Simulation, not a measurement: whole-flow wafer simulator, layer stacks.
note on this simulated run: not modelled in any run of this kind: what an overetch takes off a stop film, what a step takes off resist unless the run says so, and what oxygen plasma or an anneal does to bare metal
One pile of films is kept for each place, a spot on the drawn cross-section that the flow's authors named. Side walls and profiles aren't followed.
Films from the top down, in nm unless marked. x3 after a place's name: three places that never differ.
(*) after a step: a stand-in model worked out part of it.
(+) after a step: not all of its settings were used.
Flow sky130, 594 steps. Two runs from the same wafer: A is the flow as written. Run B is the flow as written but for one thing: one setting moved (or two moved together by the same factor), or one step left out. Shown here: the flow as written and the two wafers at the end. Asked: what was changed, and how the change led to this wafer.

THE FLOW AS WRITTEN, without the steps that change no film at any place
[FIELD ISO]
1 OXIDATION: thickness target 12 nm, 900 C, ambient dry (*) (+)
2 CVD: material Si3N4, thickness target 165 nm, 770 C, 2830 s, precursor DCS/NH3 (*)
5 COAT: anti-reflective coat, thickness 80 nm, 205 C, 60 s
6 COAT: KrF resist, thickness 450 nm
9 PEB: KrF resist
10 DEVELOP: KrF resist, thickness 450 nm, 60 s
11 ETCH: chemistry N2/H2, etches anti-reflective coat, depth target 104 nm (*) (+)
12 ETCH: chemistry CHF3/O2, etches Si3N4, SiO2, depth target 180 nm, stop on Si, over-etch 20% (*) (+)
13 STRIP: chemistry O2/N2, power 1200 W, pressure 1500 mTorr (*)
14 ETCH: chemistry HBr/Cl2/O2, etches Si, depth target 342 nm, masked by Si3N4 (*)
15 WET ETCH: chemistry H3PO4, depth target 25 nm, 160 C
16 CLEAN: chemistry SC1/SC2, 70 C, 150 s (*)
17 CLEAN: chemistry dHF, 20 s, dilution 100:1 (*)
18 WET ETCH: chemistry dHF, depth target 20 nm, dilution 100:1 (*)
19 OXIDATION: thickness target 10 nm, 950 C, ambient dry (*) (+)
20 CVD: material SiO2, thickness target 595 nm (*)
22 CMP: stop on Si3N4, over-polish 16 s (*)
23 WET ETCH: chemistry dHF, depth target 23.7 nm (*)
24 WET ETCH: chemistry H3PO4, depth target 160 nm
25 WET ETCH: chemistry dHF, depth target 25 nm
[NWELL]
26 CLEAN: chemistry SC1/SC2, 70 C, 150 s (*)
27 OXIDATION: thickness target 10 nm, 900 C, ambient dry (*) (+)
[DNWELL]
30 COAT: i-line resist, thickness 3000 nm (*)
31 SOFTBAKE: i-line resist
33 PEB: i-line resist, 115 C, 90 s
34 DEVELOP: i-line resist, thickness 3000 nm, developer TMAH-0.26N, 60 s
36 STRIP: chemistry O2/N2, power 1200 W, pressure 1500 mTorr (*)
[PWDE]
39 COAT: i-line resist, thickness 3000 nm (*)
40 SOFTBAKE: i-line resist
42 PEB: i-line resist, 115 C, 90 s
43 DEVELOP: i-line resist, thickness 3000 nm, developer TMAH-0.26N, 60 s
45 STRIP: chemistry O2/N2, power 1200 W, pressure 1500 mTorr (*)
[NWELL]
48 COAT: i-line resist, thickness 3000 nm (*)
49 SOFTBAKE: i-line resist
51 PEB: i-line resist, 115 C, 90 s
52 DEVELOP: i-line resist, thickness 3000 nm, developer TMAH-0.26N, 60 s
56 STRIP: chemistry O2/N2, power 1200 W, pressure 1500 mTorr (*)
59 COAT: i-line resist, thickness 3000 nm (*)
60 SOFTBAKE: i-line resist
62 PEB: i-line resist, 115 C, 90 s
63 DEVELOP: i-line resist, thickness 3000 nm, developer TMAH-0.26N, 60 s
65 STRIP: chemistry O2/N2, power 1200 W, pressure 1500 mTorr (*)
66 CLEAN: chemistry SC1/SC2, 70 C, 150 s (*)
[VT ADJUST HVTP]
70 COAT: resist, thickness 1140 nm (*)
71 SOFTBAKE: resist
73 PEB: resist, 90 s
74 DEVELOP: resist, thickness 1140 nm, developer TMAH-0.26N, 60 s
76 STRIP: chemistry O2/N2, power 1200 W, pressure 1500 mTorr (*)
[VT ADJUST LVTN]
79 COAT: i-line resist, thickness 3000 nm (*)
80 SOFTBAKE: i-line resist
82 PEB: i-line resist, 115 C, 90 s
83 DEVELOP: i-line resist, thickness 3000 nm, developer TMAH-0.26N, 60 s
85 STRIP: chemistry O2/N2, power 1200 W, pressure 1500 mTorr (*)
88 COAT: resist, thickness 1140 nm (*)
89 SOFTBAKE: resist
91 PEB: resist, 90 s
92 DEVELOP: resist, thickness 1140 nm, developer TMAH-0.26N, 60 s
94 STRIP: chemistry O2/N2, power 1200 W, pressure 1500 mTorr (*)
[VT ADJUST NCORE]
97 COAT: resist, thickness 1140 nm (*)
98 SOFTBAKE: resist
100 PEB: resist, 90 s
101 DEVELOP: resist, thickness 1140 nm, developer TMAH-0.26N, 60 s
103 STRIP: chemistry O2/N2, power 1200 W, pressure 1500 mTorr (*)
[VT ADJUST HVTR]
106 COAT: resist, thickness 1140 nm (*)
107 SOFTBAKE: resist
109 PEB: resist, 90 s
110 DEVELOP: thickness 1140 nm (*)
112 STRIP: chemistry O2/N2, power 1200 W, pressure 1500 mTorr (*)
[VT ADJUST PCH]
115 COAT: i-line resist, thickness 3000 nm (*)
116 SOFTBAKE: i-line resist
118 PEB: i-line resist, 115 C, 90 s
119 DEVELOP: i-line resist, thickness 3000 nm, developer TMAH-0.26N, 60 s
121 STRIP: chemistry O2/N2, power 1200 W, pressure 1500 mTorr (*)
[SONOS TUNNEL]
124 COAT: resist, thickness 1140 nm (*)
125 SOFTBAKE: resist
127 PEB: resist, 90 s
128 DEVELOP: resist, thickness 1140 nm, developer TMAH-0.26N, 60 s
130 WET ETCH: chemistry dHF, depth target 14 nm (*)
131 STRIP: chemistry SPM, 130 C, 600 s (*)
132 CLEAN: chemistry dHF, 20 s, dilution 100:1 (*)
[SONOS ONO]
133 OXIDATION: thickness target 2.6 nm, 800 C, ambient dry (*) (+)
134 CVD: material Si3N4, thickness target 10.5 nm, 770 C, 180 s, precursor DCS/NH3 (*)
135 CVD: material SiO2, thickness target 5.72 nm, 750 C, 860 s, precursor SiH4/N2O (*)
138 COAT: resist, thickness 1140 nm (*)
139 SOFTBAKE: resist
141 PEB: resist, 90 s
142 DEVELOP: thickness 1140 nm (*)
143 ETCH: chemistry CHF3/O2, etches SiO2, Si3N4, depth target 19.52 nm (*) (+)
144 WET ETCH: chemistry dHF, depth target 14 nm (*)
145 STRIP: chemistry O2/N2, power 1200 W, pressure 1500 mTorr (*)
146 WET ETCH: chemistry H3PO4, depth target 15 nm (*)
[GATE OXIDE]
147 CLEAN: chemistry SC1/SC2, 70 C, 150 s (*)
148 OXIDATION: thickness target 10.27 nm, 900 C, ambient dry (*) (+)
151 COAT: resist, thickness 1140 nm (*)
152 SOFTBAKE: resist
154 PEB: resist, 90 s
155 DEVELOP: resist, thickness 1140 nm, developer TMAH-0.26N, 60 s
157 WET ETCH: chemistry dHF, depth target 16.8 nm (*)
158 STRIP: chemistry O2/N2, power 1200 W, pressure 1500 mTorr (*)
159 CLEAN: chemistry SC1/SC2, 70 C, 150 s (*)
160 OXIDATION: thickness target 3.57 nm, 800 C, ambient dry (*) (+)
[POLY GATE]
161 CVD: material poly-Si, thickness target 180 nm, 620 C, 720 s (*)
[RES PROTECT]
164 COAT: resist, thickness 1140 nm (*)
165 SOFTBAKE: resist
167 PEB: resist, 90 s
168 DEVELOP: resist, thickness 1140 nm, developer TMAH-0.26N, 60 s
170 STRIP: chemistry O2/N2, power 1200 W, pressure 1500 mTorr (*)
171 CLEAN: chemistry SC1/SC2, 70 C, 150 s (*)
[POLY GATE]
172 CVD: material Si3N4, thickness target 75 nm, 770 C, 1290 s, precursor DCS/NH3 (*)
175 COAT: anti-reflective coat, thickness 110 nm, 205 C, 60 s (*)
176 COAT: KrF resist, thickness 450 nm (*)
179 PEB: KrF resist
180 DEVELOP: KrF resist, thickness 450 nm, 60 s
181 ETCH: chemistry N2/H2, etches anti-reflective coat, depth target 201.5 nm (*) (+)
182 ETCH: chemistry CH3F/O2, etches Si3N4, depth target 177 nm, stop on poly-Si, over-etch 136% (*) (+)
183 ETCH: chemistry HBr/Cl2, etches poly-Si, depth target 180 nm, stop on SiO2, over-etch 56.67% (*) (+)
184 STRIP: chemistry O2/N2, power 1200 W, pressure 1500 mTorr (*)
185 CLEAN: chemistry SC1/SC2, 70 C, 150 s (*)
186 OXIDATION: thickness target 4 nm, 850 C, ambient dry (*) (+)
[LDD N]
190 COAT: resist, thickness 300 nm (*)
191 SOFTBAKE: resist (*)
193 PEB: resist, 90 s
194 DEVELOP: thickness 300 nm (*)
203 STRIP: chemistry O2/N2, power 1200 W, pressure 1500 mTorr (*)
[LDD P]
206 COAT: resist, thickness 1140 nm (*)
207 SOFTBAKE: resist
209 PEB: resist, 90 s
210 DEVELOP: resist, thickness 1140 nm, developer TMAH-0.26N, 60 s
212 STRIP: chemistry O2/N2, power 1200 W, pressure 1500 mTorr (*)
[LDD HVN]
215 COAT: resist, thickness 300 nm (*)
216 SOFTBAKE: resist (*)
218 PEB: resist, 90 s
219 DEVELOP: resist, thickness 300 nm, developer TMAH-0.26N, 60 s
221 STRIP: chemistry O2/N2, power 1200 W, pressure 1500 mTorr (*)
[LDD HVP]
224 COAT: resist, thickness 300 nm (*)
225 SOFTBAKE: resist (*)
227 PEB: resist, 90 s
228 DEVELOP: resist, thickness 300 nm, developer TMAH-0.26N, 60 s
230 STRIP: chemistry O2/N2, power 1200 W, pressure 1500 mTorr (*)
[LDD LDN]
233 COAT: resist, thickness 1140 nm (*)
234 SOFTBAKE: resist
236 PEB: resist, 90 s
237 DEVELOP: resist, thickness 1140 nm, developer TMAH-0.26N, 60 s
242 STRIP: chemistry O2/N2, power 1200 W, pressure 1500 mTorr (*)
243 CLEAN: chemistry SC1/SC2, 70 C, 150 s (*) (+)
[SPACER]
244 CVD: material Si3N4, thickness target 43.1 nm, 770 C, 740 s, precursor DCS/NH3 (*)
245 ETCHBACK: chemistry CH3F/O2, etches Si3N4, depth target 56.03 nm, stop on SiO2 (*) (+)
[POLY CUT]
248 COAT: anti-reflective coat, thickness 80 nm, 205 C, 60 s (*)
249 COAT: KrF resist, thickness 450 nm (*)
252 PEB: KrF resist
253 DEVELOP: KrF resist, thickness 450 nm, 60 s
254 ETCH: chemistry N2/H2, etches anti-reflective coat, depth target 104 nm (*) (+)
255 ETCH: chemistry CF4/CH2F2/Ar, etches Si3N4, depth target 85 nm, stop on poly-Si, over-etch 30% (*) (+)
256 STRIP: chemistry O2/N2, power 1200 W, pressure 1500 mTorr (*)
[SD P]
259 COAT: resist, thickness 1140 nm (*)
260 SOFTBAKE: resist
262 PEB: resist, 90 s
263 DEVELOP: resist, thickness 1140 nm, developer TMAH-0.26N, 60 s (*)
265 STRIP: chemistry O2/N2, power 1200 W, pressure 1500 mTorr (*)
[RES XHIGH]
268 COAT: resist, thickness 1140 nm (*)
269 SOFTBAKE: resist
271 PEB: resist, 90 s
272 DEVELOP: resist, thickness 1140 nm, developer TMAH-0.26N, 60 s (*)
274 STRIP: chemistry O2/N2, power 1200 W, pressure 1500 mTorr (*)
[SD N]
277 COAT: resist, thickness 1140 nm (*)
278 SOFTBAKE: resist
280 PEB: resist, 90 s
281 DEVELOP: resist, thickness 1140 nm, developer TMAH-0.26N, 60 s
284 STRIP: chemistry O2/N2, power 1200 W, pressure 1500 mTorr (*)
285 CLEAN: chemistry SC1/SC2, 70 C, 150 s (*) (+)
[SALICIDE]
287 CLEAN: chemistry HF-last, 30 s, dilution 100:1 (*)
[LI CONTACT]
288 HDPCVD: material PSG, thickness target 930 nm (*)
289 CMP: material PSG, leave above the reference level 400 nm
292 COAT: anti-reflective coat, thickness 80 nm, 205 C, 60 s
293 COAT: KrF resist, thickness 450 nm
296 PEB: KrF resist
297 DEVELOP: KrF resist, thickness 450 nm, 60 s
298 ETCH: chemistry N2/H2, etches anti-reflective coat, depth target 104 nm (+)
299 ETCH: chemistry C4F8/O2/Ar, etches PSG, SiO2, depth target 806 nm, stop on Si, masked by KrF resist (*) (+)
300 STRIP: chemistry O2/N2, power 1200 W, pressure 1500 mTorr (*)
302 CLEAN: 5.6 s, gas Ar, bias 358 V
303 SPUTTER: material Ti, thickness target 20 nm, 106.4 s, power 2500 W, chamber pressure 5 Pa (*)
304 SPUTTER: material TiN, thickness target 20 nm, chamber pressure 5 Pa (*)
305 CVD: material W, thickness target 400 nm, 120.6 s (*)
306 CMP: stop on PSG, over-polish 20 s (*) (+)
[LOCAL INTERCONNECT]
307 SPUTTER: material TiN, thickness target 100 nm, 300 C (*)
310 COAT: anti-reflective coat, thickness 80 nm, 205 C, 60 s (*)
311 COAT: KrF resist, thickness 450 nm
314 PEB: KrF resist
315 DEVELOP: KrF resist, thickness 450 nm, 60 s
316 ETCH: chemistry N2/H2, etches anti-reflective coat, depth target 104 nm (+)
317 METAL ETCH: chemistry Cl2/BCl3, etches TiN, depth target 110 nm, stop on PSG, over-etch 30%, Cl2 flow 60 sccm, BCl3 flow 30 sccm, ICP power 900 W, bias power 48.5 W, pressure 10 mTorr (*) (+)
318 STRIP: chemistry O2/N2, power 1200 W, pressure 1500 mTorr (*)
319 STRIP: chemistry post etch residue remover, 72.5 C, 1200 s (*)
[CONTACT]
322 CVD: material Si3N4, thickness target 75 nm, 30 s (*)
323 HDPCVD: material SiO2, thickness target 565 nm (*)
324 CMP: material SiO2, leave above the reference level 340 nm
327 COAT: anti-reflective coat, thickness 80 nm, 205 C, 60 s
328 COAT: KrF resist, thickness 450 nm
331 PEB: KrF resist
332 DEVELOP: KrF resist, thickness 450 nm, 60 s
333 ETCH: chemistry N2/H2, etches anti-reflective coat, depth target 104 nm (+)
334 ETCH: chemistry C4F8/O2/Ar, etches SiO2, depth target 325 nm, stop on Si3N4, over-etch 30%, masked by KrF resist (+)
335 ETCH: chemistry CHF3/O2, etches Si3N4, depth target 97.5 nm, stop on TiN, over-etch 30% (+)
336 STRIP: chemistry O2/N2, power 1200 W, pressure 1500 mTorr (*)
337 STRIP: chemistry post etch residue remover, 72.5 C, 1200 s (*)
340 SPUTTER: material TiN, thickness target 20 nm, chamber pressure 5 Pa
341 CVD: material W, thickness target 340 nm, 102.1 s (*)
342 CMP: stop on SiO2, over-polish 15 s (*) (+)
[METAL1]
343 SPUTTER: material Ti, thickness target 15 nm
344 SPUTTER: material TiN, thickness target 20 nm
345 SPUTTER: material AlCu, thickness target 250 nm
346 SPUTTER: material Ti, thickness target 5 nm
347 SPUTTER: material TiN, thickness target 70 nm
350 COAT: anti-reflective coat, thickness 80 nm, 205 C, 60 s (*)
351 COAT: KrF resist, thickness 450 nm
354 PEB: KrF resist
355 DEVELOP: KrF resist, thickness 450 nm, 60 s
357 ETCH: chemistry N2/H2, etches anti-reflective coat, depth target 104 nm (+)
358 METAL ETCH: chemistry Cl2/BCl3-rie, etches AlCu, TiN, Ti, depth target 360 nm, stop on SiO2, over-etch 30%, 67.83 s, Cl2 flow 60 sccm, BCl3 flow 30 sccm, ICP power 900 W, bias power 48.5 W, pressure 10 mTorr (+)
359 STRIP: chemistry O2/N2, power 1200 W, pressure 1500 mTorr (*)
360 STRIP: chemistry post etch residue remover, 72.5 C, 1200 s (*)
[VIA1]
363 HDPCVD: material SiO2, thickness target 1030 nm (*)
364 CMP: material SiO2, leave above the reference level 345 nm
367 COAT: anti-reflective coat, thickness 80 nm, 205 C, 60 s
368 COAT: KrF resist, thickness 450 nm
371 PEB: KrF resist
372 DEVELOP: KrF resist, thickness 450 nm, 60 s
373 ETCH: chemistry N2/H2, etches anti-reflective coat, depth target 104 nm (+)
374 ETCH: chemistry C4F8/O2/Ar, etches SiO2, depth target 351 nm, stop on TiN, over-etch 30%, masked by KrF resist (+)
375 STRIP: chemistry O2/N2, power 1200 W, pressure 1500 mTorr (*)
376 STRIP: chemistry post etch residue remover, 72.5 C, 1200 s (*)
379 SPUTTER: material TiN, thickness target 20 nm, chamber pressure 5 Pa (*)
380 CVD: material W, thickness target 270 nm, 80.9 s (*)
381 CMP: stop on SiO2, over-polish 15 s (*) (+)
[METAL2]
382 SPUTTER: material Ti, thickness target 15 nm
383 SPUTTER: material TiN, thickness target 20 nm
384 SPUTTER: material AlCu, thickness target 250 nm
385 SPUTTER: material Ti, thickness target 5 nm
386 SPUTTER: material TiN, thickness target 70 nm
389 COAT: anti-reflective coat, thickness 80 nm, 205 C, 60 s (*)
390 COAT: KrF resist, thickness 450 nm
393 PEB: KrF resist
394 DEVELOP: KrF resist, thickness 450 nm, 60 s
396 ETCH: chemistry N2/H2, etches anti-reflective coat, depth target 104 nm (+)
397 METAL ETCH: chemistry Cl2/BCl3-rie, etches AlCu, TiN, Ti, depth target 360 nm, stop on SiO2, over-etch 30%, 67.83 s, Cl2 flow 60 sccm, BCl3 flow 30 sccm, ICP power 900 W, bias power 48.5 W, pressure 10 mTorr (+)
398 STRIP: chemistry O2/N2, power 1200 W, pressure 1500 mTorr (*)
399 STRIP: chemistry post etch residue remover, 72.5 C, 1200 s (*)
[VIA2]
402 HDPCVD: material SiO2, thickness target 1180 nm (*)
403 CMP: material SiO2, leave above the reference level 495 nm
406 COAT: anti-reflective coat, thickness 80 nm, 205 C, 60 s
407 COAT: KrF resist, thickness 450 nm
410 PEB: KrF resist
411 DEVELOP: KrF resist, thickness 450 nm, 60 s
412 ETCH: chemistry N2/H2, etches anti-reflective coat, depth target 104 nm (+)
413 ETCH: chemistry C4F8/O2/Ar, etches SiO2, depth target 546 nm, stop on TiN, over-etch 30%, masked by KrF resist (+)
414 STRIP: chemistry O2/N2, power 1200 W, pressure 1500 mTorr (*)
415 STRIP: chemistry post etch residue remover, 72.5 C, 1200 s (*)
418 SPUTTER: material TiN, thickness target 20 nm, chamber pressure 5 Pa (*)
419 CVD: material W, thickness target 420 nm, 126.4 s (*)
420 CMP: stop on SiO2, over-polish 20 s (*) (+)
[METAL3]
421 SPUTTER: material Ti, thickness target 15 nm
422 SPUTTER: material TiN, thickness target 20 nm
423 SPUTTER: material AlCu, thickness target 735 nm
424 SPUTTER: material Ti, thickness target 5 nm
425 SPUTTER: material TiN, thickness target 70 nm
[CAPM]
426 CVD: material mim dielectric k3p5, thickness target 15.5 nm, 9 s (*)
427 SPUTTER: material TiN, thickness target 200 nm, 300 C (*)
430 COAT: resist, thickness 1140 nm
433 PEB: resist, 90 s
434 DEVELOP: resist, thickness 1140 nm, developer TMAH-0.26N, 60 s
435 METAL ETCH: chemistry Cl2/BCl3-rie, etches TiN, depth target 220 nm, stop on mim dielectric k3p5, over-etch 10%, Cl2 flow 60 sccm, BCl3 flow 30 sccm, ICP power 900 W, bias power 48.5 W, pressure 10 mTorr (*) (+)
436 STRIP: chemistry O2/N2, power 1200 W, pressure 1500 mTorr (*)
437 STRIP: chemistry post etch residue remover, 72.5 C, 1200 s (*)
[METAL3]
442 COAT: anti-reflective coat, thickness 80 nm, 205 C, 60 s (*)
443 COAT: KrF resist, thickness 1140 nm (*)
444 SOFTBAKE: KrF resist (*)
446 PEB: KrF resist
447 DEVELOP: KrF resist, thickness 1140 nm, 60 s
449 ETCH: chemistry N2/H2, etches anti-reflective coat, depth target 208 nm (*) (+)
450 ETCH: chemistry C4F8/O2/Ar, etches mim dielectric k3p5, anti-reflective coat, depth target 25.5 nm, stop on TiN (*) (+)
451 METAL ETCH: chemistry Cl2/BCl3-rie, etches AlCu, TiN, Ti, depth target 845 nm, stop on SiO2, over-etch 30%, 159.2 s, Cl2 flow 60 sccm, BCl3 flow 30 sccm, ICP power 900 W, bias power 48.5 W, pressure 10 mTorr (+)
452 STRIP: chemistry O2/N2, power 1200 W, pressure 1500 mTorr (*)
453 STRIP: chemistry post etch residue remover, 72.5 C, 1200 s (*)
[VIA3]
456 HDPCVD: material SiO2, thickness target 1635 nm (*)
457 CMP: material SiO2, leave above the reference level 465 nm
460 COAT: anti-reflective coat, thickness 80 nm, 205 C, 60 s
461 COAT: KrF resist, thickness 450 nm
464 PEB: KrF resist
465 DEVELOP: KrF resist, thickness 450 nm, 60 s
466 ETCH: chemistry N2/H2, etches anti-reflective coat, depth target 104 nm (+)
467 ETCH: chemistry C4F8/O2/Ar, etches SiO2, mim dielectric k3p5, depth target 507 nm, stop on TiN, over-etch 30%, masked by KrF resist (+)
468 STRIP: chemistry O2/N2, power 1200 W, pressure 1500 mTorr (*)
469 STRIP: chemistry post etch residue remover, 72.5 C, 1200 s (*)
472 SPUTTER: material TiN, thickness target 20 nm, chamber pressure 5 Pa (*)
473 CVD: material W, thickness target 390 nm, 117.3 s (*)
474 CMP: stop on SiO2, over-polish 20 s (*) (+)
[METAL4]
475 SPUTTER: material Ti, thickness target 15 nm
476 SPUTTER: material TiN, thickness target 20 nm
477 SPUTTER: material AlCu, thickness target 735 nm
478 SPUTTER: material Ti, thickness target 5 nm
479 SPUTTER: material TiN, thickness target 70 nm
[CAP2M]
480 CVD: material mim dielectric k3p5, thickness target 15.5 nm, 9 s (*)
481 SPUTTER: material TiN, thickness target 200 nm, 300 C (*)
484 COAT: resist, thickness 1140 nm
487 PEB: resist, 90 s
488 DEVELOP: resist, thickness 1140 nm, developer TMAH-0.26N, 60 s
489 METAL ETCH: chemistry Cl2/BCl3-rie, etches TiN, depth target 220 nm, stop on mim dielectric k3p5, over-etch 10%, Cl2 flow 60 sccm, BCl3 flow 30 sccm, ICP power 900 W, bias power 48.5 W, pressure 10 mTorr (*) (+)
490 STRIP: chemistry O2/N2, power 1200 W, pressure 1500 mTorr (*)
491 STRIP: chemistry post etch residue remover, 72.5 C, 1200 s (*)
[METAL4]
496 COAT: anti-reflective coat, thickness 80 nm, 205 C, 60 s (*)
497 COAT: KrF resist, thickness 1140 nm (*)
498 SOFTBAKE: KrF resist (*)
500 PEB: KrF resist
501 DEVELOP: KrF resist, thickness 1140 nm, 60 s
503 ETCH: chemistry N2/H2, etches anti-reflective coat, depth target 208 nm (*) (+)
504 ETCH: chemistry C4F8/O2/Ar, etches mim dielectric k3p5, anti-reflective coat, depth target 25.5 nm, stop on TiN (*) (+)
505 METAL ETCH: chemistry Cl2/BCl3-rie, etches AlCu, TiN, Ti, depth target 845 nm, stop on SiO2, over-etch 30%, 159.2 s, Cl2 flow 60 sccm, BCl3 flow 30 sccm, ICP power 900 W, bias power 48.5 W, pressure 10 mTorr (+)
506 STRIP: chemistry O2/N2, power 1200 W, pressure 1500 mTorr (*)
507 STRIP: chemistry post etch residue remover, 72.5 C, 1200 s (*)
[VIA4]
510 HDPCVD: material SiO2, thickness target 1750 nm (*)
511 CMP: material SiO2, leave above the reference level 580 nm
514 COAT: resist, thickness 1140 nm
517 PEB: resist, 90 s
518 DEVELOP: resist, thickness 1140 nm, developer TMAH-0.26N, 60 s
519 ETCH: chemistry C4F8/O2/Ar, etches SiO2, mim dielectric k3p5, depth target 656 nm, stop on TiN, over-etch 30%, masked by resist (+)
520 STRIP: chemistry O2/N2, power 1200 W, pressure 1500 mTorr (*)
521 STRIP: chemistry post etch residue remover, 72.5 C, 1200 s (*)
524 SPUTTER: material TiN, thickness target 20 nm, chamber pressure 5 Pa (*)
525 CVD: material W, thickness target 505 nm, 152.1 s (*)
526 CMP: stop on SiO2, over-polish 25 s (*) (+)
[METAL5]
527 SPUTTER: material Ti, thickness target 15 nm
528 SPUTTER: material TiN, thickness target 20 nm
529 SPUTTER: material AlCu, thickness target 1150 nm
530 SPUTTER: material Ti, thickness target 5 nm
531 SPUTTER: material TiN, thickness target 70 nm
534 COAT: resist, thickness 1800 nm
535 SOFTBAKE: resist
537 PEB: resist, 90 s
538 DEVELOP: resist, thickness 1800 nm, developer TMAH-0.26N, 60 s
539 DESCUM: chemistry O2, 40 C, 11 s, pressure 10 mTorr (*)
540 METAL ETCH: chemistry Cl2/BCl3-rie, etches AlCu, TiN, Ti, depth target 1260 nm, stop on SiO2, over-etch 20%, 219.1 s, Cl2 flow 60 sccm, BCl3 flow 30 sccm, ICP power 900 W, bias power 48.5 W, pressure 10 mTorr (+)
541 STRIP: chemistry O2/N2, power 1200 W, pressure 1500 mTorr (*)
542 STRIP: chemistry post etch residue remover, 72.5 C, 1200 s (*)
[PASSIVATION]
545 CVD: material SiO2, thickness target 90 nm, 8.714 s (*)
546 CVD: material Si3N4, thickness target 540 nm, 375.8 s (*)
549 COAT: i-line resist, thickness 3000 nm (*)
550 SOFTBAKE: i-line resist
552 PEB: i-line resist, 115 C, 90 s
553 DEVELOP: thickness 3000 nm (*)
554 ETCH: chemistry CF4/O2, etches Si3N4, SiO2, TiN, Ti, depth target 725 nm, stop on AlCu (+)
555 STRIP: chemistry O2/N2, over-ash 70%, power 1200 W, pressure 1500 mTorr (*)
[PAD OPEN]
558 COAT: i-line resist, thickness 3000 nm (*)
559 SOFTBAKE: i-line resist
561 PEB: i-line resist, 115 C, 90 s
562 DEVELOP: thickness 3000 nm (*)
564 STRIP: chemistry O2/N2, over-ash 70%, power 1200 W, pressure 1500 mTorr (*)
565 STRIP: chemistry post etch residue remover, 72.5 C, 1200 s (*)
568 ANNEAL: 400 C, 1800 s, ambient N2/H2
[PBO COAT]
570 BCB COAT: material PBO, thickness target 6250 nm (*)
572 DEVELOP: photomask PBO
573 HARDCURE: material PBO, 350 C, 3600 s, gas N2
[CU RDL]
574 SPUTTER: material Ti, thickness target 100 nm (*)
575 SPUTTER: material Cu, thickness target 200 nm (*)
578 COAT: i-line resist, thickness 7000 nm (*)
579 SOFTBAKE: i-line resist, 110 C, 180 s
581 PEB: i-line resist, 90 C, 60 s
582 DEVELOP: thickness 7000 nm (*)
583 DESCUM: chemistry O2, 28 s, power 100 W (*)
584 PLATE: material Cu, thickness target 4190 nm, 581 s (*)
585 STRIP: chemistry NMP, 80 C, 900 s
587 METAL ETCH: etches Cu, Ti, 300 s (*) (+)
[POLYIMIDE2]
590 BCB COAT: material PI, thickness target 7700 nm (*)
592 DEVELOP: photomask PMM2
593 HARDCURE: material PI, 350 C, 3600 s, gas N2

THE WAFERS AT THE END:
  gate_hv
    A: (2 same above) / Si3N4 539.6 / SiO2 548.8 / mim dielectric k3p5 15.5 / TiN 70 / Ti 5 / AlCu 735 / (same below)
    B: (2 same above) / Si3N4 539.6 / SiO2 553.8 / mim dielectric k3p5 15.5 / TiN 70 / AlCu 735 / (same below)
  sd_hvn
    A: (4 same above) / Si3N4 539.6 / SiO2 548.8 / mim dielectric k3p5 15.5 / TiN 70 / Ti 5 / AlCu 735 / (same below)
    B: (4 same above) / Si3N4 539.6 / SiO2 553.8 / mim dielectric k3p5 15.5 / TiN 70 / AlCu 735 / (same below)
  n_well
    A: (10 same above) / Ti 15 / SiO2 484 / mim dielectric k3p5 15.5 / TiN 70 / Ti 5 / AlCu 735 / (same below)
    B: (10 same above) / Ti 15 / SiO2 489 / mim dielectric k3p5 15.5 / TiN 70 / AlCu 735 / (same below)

The cause: step 478, SPUTTER: material Ti, thickness target 5 nm, was left out.

How the change led to this, step by step:
  505 METAL ETCH: chemistry Cl2/BCl3-rie, etches AlCu, TiN, Ti, depth target 845 nm, stop on SiO2, over-etch 30%, 159.2 s, Cl2 flow 60 sccm, BCl3 flow 30 sccm, ICP power 900 W, bias power 48.5 W, pressure 10 mTorr (+)
      field, active, gate and 70 more: A TiN -70 (all of it), Ti -5 (all of it), AlCu -735 (all of it), TiN -20 (all of it), Ti -15 (all of it), SiO2 -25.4 | B TiN -70 (all of it), AlCu -735 (all of it), TiN -20 (all of it), Ti -15 (all of it), SiO2 -25.9
      vpp_iso1, mim_edge_plate, m1_ln and 12 more: A TiN -70 (all of it), Ti -5 (all of it), AlCu -735 (all of it), TiN -20 (all of it), Ti -15 (all of it), SiO2 -25.3 | B TiN -70 (all of it), AlCu -735 (all of it), TiN -20 (all of it), Ti -15 (all of it), SiO2 -25.8
